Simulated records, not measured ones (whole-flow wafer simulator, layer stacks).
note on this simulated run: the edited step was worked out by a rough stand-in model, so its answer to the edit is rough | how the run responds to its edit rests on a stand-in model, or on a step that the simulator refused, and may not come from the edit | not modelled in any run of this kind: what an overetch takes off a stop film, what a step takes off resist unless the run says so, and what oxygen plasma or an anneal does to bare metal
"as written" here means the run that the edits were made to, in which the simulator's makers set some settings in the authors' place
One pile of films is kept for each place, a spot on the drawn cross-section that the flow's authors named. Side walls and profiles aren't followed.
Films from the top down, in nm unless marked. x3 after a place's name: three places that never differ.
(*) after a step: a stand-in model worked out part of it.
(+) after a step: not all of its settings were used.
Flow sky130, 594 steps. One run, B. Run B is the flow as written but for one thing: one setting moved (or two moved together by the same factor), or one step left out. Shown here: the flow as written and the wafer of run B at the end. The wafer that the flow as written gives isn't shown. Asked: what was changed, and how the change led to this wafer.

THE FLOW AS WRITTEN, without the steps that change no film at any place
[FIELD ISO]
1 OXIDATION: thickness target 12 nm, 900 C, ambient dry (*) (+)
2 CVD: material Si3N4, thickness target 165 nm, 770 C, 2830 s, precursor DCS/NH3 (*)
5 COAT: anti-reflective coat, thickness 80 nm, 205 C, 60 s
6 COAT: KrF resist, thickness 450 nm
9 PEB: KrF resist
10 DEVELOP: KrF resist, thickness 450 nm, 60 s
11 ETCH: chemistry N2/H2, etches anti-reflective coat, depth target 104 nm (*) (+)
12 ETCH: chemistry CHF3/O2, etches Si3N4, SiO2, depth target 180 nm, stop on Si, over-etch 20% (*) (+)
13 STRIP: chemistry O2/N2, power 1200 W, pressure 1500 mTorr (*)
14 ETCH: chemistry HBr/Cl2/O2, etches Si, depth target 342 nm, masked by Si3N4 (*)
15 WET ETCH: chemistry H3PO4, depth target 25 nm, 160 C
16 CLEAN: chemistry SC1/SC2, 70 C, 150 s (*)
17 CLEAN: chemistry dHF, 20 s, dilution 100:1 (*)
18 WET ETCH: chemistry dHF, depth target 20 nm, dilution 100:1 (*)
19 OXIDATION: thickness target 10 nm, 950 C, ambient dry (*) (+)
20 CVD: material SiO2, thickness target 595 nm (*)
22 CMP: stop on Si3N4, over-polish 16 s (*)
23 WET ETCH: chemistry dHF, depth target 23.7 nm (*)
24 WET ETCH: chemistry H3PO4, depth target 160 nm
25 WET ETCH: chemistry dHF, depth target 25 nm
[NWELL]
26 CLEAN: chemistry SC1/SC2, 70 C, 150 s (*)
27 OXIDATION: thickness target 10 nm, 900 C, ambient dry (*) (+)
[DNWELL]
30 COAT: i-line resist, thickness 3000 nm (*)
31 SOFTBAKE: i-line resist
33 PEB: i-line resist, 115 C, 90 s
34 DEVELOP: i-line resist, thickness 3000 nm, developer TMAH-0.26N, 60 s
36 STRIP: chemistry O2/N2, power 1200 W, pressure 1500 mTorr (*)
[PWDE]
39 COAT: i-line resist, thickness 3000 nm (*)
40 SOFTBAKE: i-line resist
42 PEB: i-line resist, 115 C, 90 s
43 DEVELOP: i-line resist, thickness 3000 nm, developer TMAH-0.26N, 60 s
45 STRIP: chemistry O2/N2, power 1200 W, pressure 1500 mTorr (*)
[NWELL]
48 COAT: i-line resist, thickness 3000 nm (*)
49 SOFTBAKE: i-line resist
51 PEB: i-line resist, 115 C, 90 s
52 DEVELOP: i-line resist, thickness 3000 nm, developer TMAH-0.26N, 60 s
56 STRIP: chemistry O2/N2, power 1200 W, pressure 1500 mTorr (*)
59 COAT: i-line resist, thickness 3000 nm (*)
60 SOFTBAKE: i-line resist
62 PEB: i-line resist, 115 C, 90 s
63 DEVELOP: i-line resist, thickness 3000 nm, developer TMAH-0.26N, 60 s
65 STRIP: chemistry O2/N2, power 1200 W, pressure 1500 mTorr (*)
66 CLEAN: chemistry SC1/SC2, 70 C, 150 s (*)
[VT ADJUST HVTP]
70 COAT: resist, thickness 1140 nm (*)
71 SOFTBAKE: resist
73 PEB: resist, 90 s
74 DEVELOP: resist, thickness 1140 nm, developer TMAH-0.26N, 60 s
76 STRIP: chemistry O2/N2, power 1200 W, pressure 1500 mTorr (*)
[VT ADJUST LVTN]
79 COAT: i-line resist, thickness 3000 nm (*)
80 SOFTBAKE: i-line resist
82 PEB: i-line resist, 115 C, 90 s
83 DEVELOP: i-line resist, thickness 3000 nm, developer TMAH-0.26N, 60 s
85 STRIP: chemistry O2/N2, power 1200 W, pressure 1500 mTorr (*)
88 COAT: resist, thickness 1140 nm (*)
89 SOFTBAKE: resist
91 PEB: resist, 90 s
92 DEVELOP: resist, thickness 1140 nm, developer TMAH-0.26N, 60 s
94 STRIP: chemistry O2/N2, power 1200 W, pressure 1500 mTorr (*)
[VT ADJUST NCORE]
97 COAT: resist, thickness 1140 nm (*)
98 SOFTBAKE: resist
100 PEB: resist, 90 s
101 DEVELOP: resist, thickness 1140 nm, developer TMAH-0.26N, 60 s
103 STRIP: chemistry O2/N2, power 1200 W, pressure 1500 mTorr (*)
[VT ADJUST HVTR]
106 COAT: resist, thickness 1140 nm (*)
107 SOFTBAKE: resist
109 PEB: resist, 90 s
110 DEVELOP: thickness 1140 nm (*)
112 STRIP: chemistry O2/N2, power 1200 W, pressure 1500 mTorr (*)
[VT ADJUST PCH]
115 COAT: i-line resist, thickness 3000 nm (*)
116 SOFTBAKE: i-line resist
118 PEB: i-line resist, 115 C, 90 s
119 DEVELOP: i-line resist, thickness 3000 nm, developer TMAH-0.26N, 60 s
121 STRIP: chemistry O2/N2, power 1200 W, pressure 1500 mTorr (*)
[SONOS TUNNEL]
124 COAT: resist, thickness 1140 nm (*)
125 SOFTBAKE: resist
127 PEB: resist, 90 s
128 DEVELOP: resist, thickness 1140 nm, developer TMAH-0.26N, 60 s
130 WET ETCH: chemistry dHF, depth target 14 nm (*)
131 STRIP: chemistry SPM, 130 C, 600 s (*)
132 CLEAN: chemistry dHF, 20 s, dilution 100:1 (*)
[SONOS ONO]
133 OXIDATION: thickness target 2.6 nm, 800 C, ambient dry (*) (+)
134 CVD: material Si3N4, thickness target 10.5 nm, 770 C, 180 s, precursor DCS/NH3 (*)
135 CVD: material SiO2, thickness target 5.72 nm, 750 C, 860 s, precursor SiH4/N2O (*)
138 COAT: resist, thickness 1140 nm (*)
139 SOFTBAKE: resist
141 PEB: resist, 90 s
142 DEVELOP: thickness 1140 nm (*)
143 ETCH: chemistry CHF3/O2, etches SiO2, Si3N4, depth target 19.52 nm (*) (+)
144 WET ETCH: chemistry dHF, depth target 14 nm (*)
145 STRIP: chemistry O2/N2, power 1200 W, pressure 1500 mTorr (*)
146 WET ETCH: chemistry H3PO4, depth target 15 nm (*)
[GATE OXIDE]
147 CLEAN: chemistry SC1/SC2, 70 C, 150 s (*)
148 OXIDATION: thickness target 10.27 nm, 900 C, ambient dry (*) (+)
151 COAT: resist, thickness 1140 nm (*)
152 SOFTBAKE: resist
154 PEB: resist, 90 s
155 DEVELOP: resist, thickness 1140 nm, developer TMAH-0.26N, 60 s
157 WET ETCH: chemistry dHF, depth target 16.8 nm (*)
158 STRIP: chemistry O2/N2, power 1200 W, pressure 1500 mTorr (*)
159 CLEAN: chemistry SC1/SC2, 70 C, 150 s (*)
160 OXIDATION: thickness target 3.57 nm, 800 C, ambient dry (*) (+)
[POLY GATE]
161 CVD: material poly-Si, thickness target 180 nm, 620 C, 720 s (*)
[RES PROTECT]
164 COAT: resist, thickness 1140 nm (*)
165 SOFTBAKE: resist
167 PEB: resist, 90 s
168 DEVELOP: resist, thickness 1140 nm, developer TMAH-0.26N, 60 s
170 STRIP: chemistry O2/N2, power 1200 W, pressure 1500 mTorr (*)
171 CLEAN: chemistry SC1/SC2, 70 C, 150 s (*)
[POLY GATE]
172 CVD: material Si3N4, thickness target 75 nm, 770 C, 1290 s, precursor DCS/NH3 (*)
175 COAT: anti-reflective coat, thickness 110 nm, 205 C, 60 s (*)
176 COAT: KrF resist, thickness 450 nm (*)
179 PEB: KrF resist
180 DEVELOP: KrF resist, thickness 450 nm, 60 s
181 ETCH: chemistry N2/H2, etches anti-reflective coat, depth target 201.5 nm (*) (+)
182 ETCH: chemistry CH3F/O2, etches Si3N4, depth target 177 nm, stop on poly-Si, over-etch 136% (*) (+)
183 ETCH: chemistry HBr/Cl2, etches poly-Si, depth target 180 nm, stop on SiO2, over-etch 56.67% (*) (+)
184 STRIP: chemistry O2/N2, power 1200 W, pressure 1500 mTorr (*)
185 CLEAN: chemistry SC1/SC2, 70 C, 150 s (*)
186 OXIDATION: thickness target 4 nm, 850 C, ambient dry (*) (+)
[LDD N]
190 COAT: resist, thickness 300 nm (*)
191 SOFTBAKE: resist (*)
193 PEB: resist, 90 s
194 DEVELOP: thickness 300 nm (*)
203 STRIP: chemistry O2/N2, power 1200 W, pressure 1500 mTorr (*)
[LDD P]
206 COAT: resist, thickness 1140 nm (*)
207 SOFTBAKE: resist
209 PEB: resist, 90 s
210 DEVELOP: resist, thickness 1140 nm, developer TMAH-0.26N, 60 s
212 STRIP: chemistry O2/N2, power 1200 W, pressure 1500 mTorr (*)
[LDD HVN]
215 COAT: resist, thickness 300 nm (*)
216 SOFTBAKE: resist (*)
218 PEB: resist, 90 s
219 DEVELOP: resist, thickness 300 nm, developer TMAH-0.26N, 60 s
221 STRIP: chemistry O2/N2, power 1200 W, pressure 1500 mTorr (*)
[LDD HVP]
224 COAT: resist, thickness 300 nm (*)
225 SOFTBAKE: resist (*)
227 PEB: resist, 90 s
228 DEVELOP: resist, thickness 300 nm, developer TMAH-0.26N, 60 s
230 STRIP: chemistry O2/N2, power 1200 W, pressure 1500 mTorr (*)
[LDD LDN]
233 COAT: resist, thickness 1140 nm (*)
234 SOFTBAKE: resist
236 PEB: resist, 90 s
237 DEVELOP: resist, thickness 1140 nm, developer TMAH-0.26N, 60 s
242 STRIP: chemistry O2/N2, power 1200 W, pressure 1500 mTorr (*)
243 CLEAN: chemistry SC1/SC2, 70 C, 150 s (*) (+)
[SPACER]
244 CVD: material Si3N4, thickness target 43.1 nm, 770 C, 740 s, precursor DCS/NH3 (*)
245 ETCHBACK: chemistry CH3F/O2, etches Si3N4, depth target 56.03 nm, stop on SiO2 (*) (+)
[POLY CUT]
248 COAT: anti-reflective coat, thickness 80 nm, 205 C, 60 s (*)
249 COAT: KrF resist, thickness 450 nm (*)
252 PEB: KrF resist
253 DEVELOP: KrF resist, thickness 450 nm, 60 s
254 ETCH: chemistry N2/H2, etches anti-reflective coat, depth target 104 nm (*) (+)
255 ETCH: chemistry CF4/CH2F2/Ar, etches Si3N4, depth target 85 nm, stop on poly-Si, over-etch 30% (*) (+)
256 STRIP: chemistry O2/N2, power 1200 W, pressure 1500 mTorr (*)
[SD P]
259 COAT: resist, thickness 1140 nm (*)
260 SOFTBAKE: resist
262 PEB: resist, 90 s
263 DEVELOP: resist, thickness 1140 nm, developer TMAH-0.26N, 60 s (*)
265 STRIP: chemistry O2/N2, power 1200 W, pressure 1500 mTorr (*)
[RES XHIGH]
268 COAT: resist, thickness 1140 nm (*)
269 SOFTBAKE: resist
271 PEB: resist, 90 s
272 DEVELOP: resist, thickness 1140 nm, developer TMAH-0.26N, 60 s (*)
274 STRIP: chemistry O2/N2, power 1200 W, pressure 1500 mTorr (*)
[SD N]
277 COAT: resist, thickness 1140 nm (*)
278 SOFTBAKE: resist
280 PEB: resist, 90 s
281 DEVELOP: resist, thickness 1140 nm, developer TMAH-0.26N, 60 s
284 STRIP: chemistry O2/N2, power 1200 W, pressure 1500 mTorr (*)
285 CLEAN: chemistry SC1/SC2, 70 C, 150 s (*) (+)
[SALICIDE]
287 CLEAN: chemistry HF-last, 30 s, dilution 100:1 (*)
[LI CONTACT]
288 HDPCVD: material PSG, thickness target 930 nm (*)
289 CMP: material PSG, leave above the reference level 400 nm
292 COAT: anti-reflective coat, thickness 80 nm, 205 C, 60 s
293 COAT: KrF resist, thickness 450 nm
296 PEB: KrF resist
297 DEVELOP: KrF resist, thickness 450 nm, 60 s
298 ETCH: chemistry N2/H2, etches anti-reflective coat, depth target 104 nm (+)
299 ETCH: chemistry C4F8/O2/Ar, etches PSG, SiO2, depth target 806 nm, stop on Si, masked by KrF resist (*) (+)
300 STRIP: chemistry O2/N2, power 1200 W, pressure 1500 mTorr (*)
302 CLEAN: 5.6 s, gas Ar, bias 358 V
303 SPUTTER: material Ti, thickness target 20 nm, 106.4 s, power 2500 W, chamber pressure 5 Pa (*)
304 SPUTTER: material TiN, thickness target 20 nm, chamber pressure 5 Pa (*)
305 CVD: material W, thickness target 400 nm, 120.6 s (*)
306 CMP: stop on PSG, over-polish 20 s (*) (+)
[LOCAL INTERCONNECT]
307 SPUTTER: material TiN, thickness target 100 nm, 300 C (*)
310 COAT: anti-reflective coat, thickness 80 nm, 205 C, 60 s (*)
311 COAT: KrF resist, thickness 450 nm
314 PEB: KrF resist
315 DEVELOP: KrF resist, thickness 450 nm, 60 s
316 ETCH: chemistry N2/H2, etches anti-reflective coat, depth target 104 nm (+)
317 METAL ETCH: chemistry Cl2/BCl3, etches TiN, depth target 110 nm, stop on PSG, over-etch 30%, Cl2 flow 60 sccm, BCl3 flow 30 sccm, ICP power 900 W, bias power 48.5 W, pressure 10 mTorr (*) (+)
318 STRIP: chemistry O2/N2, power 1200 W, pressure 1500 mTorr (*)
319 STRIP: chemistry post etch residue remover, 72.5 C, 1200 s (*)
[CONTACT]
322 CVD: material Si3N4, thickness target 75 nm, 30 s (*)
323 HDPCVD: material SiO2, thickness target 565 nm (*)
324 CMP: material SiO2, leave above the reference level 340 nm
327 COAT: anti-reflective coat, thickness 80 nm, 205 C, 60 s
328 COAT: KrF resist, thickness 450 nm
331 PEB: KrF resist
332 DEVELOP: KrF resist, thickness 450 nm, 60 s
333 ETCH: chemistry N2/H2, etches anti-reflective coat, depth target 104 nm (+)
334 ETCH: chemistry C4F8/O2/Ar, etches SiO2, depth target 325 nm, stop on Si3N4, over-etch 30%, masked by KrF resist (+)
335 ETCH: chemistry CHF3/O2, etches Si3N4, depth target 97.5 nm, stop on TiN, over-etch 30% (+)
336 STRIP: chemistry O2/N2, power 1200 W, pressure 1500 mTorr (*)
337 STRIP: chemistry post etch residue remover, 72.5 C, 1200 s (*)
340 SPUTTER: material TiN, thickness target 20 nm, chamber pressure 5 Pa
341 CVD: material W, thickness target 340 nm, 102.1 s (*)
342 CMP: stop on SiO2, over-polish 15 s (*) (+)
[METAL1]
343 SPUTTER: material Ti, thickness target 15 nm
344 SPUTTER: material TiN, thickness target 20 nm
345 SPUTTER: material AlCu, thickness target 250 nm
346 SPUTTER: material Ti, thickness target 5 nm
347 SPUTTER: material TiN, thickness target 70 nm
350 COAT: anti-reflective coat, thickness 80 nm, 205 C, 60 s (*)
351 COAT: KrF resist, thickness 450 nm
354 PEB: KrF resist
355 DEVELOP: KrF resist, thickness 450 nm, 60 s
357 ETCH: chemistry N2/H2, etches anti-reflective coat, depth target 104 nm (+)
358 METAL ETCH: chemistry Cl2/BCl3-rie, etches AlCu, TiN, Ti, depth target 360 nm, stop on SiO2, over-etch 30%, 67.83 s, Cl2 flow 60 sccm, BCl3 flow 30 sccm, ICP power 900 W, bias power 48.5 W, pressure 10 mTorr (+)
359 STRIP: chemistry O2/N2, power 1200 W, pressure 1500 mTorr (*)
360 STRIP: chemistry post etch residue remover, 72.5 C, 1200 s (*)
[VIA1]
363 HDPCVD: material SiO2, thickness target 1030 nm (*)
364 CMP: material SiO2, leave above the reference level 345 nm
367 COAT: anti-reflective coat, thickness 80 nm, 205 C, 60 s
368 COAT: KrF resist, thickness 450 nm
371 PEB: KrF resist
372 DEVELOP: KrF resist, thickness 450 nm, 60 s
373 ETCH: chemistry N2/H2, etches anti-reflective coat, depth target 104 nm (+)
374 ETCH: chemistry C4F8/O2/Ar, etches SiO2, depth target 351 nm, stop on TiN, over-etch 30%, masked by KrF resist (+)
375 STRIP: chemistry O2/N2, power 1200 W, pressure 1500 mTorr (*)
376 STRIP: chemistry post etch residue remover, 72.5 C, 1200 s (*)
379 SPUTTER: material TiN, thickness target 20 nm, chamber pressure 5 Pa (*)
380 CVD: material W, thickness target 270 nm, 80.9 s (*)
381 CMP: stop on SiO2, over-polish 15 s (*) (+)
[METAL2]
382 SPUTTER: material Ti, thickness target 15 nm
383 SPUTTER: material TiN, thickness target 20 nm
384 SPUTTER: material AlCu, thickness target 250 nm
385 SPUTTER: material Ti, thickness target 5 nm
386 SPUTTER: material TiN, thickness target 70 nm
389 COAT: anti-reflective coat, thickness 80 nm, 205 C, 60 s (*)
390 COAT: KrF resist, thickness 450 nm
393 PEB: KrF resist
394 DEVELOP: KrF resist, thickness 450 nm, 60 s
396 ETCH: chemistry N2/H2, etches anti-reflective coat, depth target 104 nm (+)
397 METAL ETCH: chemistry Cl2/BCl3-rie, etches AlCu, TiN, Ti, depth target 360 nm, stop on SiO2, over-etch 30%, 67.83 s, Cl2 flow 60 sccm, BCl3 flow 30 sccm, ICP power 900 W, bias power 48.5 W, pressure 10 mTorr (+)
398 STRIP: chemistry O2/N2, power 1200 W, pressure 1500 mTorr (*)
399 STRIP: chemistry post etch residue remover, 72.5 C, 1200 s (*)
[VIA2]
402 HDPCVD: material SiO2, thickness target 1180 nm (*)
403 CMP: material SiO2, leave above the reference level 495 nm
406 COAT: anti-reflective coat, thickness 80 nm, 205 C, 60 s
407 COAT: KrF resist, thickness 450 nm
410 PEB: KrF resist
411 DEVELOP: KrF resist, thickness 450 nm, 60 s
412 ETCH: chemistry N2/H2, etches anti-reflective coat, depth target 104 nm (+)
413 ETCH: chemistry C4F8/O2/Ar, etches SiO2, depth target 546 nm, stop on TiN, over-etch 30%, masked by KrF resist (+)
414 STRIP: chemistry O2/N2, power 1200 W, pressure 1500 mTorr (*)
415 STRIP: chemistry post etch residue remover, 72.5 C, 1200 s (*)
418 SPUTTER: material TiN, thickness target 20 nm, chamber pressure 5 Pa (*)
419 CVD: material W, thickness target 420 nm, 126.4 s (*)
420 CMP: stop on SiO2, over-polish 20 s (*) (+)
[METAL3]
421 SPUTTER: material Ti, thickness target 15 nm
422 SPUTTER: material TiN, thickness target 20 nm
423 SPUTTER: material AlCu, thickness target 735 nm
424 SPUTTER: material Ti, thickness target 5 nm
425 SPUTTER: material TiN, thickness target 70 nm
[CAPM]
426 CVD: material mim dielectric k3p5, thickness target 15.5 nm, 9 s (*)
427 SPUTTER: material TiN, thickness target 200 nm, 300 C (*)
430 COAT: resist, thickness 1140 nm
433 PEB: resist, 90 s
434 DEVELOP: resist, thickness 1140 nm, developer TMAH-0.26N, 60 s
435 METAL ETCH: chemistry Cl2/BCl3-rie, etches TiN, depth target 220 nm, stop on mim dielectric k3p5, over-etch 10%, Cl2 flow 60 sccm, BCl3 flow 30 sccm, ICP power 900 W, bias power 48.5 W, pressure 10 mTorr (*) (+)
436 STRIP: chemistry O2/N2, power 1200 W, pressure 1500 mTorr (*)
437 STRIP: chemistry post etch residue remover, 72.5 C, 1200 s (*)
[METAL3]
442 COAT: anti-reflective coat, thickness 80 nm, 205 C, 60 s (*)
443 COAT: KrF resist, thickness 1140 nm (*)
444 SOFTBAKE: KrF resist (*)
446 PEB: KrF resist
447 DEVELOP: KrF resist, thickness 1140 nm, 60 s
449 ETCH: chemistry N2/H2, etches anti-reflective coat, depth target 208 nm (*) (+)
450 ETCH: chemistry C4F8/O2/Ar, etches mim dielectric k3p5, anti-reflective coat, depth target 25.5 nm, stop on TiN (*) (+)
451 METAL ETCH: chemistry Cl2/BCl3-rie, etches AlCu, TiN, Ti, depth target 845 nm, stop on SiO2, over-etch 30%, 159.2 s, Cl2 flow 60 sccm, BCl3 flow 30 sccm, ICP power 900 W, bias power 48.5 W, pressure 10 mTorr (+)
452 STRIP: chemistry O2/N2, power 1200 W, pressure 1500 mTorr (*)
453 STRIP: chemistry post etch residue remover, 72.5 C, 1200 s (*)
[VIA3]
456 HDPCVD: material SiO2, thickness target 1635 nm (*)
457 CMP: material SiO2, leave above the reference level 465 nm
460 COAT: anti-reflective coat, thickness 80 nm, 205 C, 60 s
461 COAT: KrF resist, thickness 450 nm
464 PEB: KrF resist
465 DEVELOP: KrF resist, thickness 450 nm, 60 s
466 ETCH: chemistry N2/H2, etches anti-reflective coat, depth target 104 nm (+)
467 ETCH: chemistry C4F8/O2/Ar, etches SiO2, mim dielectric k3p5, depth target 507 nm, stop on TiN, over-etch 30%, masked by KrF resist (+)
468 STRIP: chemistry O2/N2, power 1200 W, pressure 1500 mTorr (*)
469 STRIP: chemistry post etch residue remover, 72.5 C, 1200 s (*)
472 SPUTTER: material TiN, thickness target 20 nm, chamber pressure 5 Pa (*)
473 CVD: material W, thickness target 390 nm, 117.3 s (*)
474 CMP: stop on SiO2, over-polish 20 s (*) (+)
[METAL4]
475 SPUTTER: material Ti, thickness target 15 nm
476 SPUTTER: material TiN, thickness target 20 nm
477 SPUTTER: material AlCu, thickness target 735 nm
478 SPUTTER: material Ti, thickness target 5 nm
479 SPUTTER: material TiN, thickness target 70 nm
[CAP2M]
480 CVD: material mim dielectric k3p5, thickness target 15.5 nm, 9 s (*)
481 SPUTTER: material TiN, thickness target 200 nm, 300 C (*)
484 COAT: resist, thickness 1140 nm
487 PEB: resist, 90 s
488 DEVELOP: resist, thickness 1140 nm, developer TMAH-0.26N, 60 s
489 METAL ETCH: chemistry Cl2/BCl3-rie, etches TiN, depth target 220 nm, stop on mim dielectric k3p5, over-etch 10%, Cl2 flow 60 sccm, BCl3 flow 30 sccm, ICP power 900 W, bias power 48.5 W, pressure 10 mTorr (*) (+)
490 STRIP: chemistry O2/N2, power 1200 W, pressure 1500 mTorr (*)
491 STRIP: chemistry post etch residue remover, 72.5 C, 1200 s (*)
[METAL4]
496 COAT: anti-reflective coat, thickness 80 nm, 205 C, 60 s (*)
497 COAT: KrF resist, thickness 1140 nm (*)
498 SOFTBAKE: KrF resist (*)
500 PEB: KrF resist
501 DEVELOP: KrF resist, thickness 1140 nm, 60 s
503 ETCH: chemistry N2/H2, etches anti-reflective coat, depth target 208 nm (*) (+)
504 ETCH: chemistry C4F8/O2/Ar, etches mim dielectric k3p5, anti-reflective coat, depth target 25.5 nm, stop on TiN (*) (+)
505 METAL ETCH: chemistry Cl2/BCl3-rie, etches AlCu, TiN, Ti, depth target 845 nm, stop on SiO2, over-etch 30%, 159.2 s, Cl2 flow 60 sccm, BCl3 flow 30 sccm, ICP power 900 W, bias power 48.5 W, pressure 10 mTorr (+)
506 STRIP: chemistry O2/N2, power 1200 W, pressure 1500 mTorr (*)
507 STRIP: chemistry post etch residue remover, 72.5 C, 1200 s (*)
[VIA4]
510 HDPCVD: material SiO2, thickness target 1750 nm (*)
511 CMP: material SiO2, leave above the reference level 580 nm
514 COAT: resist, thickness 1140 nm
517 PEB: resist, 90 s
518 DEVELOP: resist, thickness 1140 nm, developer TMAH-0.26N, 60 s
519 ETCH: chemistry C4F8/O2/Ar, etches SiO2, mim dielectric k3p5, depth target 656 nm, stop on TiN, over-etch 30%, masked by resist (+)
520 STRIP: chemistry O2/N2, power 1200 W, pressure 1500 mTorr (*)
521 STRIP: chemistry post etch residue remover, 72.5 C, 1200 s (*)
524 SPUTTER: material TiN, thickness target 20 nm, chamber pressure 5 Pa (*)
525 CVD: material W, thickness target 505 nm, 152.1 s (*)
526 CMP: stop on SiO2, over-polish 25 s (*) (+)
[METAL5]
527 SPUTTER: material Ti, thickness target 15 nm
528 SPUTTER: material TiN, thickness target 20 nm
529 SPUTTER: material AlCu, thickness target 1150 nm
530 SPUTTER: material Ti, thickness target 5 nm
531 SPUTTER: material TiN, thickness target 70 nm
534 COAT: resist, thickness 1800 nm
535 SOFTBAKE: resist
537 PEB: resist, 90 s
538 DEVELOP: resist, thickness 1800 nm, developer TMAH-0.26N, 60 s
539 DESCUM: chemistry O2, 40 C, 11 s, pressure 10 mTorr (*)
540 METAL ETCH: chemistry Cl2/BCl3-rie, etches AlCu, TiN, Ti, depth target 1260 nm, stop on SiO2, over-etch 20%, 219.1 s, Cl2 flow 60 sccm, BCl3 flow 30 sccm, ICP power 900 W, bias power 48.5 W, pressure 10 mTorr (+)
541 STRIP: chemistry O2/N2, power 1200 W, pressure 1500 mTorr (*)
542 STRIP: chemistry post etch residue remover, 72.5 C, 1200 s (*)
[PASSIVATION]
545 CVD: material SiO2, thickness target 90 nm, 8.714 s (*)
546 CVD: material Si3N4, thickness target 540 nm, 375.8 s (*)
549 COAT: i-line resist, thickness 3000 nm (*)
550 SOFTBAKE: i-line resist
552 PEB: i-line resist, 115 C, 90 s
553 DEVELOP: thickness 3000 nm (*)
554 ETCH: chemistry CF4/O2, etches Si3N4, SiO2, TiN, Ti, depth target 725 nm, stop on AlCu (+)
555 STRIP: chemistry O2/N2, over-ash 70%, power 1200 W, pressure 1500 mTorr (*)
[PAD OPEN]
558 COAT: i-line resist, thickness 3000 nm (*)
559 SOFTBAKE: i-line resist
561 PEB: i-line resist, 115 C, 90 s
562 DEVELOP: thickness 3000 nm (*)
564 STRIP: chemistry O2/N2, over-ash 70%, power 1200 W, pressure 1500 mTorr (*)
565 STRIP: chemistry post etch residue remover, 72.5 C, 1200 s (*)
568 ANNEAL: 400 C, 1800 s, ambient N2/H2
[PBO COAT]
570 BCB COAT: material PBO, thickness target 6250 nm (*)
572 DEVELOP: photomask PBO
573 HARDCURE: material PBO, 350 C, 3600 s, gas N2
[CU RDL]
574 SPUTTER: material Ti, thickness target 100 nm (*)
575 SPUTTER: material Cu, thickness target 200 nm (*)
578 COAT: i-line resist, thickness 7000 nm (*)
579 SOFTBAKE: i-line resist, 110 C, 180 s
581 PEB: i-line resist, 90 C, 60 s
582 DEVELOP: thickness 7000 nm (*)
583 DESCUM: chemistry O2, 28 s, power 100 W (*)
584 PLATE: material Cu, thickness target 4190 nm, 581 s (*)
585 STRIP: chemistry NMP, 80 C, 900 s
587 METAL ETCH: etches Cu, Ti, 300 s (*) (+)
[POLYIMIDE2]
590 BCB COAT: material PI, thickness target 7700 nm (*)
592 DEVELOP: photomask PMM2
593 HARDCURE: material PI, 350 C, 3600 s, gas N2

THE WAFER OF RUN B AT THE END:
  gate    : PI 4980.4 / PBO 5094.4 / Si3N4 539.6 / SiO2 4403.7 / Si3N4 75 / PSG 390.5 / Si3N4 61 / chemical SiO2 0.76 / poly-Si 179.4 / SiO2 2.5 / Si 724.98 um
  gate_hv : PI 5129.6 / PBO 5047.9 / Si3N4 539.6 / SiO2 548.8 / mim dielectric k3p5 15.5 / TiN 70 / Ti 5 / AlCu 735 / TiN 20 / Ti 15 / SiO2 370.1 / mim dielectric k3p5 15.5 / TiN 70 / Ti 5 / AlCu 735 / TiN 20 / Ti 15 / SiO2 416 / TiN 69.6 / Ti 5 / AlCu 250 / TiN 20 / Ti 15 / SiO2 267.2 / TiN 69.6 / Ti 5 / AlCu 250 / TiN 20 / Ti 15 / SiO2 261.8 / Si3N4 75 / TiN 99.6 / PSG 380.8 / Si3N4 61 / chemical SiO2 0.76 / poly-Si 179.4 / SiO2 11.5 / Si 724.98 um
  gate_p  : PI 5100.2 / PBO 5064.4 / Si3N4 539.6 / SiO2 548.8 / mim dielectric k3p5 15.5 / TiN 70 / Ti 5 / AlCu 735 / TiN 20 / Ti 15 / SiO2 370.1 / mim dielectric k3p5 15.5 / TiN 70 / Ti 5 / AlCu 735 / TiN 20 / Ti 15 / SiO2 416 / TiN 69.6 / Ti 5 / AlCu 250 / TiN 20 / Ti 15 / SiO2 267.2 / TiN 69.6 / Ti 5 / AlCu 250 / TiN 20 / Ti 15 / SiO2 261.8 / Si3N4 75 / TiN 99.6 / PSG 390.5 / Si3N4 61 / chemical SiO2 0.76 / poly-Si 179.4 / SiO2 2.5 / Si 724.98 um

The cause: step 160, OXIDATION: thickness target 2.5 nm was run, where the flow has thickness target 3.57 nm.
It can be read off the wafer: gate has SiO2 2.5, and step 160 as written asks for 3.57 nm.

How the change led to this, step by step:
  160 OXIDATION: thickness target 3.57 nm, 800 C, ambient dry (*) (+)
      active, n_well, p_well and 58 more: SiO2 +2.5 (new film), chemical SiO2 -0.76 (all of it), Si -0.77 (as written it would be: SiO2 +3.57 (new film), chemical SiO2 -0.76 (all of it), Si -1.24)
      gate_hv, m1, pad and 37 more: SiO2 +1.58, Si -0.69 (as written it would be: SiO2 +1.07, Si -0.47)
  175 COAT: anti-reflective coat, thickness 110 nm, 205 C, 60 s (*)
      rpm_encl, rpm_encl_psd: anti-reflective coat +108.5 (new film) (as written it would be: anti-reflective coat +104.4 (new film))
  181 ETCH: chemistry N2/H2, etches anti-reflective coat, depth target 201.5 nm (*) (+)
      rpm_encl, rpm_encl_psd: anti-reflective coat -108.5 (all of it), Si3N4 -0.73 (as written it would be: anti-reflective coat -104.4 (all of it), Si3N4 -0.79)
  186 OXIDATION: thickness target 4 nm, 850 C, ambient dry (*) (+)
      active, p_well, spacer and 26 more: SiO2 +2.4, Si -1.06 (as written it would be: SiO2 +1.55, Si -0.68)
      ndiff_dn: SiO2 +2.17, Si -0.96 (as written it would be: SiO2 +1.52, Si -0.67)
  248 COAT: anti-reflective coat, thickness 80 nm, 205 C, 60 s (*)
      gate_p_hv: anti-reflective coat +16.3 (new film) (as written it would be: anti-reflective coat +17 (new film))
  256 STRIP: chemistry O2/N2, power 1200 W, pressure 1500 mTorr (*)
      gate_p_hv: KrF resist -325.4 (all of it), anti-reflective coat -16.3 (all of it) (as written it would be: KrF resist -325.1 (all of it), anti-reflective coat -17 (all of it))
  306 CMP: stop on PSG, over-polish 20 s (*) (+)
      poly_licon: W -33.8 (as written it would be: W -33.1)
